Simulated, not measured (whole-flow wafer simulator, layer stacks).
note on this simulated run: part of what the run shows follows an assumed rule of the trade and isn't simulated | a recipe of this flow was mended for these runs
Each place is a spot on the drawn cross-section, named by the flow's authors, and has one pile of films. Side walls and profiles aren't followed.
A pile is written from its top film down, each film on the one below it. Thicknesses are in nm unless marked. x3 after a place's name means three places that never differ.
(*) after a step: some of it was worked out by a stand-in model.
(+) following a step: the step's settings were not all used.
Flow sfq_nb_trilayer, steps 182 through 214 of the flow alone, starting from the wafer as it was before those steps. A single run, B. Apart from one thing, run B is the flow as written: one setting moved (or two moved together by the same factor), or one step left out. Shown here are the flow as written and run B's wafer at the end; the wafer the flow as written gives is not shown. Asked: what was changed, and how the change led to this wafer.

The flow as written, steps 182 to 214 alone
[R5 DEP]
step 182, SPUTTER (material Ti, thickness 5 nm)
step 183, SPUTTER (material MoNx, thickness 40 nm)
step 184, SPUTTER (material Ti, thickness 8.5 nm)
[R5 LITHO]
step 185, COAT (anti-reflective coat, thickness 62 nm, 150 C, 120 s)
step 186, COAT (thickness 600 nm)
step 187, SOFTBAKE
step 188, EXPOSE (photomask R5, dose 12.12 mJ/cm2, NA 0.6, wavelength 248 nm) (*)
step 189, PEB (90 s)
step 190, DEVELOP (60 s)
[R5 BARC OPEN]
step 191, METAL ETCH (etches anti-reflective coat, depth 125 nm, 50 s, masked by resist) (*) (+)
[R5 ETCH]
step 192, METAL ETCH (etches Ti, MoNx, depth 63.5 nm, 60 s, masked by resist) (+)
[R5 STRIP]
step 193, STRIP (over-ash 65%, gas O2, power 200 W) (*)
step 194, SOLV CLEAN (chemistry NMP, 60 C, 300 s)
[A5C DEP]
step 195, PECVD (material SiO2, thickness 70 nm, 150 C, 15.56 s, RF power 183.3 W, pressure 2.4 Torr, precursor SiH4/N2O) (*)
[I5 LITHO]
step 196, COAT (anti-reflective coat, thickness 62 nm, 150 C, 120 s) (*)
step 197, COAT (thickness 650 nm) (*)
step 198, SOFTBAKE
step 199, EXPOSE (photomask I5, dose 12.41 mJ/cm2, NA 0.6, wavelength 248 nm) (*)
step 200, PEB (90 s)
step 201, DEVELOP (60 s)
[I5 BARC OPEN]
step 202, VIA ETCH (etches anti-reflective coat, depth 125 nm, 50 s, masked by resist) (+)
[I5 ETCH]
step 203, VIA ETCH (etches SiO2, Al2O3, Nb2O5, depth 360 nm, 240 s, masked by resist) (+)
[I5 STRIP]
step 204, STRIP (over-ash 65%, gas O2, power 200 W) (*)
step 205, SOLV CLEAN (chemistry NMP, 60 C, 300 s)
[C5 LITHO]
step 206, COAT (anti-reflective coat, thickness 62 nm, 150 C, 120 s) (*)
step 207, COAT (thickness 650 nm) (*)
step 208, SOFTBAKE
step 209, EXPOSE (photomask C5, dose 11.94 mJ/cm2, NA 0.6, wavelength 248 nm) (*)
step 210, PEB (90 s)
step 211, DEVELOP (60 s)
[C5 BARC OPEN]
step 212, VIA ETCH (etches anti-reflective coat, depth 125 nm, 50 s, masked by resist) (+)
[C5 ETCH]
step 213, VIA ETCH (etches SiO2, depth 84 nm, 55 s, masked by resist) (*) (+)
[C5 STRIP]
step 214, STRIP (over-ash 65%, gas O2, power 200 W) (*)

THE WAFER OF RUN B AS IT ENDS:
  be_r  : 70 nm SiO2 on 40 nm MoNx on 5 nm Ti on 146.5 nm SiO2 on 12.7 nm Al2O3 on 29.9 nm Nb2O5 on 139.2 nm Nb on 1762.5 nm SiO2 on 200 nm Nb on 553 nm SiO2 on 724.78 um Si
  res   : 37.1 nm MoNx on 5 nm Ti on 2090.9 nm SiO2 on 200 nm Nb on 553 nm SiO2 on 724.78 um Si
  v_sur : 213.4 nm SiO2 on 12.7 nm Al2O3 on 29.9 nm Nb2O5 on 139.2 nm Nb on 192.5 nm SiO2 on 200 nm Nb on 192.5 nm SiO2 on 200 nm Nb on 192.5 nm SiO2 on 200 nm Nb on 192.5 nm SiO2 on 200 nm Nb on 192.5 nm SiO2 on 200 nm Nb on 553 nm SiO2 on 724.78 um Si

The reason: step 184, SPUTTER: material Ti, thickness 8.5 nm, was not run.

The path from the change to this, step by step:
  step 192, METAL ETCH (etches Ti, MoNx, depth 63.5 nm, 60 s, masked by resist) (+)
      field_l, v_sur, via_wl and 92 more: MoNx loses 40 (all of it), Ti loses 5 (all of it), SiO2 loses 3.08 (in the flow as written it would be: Ti loses 8.5 (all of it), MoNx loses 40 (all of it), Ti loses 5 (all of it), SiO2 loses 1.67)
      ce_l, c5j, ce_r, wl_jj: MoNx loses 40 (all of it), Ti loses 5 (all of it), Nb loses 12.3 (in the flow as written it would be: Ti loses 8.5 (all of it), MoNx loses 40 (all of it), Ti loses 5 (all of it), Nb loses 6.67)
  step 196, COAT (anti-reflective coat, thickness 62 nm, 150 C, 120 s) (*)
      r5r_line_l, r5r_line_c, r5r_line_r: anti-reflective coat gains 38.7 (new film) (in the flow as written it would be: anti-reflective coat gains 35.5 (new film))
      r5r_spacepad_l, r5r_spacepad_r: anti-reflective coat gains 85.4 (new film) (in the flow as written it would be: anti-reflective coat gains 89.1 (new film))
      (and at 7 other places as well)
  step 204, STRIP (over-ash 65%, gas O2, power 200 W) (*)
      r5r_line_l, r5r_line_c, r5r_line_r: KrF-resist-other-grade loses 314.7 (all of it), anti-reflective coat loses 38.7 (all of it) (in the flow as written it would be: KrF-resist-other-grade loses 314.5 (all of it), anti-reflective coat loses 35.5 (all of it))
      r5r_spacepad_l, r5r_spacepad_r: KrF-resist-other-grade loses 316 (all of it), anti-reflective coat loses 85.4 (all of it) (in the flow as written it would be: KrF-resist-other-grade loses 316.1 (all of it), anti-reflective coat loses 89.1 (all of it))
      (and at 7 other places as well)
  step 206, COAT (anti-reflective coat, thickness 62 nm, 150 C, 120 s) (*)
      r5r_line_l, r5r_line_c, r5r_line_r: anti-reflective coat gains 38.7 (new film) (in the flow as written it would be: anti-reflective coat gains 35.5 (new film))
      r5r_spacepad_l, r5r_spacepad_r: anti-reflective coat gains 85.4 (new film) (in the flow as written it would be: anti-reflective coat gains 89.1 (new film))
      (and at 7 other places as well)
  step 212, VIA ETCH (etches anti-reflective coat, depth 125 nm, 50 s, masked by resist) (+)
      c5j: anti-reflective coat loses 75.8 (all of it), SiO2 loses 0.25 (in the flow as written it would be: anti-reflective coat loses 73.7 (all of it), SiO2 loses 0.26)
  step 213, VIA ETCH (etches SiO2, depth 84 nm, 55 s, masked by resist) (*) (+)
      res: SiO2 loses 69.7 (all of it), MoNx loses 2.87 (in the flow as written it would be: SiO2 loses 69.7 (all of it), Ti loses 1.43)
  step 214, STRIP (over-ash 65%, gas O2, power 200 W) (*)
      r5r_line_l, r5r_line_c, r5r_line_r: KrF-resist-other-grade loses 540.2 (all of it), anti-reflective coat loses 38.7 (all of it) (in the flow as written it would be: KrF-resist-other-grade loses 540 (all of it), anti-reflective coat loses 35.5 (all of it))
      r5r_spacepad_l, r5r_spacepad_r: KrF-resist-other-grade loses 541.6 (all of it), anti-reflective coat loses 85.4 (all of it) (in the flow as written it would be: KrF-resist-other-grade loses 541.6 (all of it), anti-reflective coat loses 89.1 (all of it))
      (and at 6 other places as well)
